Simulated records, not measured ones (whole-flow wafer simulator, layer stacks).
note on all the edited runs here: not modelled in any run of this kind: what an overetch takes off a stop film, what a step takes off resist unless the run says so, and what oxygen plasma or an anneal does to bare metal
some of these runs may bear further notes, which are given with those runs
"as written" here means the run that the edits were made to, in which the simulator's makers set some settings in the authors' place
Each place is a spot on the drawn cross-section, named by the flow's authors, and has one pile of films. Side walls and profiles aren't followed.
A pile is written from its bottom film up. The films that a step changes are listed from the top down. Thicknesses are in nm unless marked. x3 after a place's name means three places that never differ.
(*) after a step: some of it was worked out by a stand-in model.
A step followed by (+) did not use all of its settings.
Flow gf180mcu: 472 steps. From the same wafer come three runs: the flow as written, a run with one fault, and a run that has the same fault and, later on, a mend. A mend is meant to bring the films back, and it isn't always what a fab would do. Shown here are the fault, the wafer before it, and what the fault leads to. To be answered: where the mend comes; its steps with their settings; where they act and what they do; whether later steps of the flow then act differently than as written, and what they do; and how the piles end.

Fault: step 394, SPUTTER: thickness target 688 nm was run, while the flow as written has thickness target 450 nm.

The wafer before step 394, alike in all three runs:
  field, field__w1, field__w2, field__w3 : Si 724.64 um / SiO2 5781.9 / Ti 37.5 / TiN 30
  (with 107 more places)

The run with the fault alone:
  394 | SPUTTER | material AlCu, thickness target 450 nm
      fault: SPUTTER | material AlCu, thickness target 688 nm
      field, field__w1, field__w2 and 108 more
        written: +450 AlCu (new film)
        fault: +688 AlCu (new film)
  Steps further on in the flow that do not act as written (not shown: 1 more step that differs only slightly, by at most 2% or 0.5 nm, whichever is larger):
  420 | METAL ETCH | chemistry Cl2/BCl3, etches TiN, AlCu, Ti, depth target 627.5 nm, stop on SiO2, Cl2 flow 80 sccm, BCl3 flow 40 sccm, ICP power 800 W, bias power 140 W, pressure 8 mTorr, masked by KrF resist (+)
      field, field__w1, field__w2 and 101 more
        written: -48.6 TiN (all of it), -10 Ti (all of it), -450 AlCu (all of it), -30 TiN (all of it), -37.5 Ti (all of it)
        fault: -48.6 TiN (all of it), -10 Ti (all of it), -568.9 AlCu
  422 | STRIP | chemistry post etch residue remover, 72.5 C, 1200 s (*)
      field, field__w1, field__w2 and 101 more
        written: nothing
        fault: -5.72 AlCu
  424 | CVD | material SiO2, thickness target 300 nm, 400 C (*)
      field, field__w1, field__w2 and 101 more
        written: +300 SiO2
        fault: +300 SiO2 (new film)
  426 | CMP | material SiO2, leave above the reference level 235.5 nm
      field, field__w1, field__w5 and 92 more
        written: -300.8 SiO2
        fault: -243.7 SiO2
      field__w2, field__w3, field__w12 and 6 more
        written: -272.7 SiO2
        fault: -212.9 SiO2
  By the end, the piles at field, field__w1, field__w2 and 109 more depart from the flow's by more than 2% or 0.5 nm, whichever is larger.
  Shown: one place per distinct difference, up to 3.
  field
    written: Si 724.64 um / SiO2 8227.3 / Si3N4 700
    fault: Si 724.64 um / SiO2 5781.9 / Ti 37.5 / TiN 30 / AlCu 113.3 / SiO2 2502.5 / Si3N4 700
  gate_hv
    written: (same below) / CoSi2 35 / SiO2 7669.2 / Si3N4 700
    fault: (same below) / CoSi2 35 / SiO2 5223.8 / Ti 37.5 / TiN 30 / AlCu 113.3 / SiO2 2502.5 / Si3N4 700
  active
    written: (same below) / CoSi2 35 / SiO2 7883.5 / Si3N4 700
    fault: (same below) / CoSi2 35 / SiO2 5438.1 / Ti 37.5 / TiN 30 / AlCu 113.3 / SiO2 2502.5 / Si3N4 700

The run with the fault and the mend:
  The mend stands after step 394.
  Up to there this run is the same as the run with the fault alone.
  394a | METAL ETCH | chemistry Cl2/BCl3, etches TiN, AlCu, Ti, depth target 238 nm, Cl2 flow 80 sccm, BCl3 flow 40 sccm, ICP power 800 W, bias power 140 W, pressure 8 mTorr (a further turn of the flow's step 260, with different settings)
      field, field__w1, field__w2 and 108 more
        -238 AlCu
  Every later step of the flow that is run acts as written at every place that is followed.
  At every place that both follow, the piles at the end match the flow's.
